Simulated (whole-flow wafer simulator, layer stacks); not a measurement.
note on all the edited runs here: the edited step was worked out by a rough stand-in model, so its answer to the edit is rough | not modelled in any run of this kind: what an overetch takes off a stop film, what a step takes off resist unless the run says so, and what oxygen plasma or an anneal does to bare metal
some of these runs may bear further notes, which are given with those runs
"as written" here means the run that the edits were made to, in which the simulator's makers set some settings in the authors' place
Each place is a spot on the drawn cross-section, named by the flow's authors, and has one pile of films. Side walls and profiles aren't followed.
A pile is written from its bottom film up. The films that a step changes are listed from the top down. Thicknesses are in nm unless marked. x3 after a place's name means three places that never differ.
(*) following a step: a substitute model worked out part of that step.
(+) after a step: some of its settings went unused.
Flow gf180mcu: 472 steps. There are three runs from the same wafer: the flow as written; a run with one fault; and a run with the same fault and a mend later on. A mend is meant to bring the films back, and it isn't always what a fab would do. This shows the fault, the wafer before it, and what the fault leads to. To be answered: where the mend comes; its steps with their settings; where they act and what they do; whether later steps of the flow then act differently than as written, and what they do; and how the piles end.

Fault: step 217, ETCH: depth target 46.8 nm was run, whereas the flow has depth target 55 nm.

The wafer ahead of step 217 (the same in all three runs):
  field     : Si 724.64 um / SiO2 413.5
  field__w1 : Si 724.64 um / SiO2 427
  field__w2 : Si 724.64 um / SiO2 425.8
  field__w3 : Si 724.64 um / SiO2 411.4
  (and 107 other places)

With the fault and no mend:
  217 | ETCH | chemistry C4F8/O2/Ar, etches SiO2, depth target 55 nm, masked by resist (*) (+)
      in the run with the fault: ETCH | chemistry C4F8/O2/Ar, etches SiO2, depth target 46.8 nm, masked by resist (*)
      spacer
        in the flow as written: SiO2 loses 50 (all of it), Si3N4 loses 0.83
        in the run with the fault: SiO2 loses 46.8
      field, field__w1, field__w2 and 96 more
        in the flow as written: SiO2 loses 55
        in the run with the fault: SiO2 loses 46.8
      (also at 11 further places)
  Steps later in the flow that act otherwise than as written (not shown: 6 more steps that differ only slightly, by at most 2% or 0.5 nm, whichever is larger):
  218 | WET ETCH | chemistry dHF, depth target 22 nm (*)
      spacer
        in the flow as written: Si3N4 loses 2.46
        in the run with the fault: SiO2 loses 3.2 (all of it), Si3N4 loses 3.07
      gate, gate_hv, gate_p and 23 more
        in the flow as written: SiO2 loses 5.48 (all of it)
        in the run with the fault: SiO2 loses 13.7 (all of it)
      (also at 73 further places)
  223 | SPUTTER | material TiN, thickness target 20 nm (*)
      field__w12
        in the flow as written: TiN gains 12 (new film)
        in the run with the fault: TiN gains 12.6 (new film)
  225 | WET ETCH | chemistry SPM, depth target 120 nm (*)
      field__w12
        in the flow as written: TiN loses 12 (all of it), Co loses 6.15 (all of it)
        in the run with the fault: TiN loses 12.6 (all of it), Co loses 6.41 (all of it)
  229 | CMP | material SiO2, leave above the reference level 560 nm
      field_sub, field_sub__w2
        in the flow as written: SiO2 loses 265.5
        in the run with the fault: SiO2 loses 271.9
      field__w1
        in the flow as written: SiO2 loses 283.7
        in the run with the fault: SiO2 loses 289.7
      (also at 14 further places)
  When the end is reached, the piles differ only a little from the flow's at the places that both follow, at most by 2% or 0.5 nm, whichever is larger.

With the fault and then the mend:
  After step 217 comes the mend.
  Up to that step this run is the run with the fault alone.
  217a | ETCH | chemistry C4F8/O2/Ar, etches SiO2, depth target 8.2 nm, masked by resist (*) (+) (the flow's step 217 again, with other settings)
      field, field__w1, field__w2 and 96 more
        SiO2 loses 8.2
      field__w5, field__w9, field__w13 and 8 more
        resist loses 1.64
      spacer
        SiO2 loses 3.2 (all of it), Si3N4 loses 0.83
  None of the later steps of the flow acts differently than as written at any place that is followed.
  At every place that both follow, the piles at the end match the flow's.
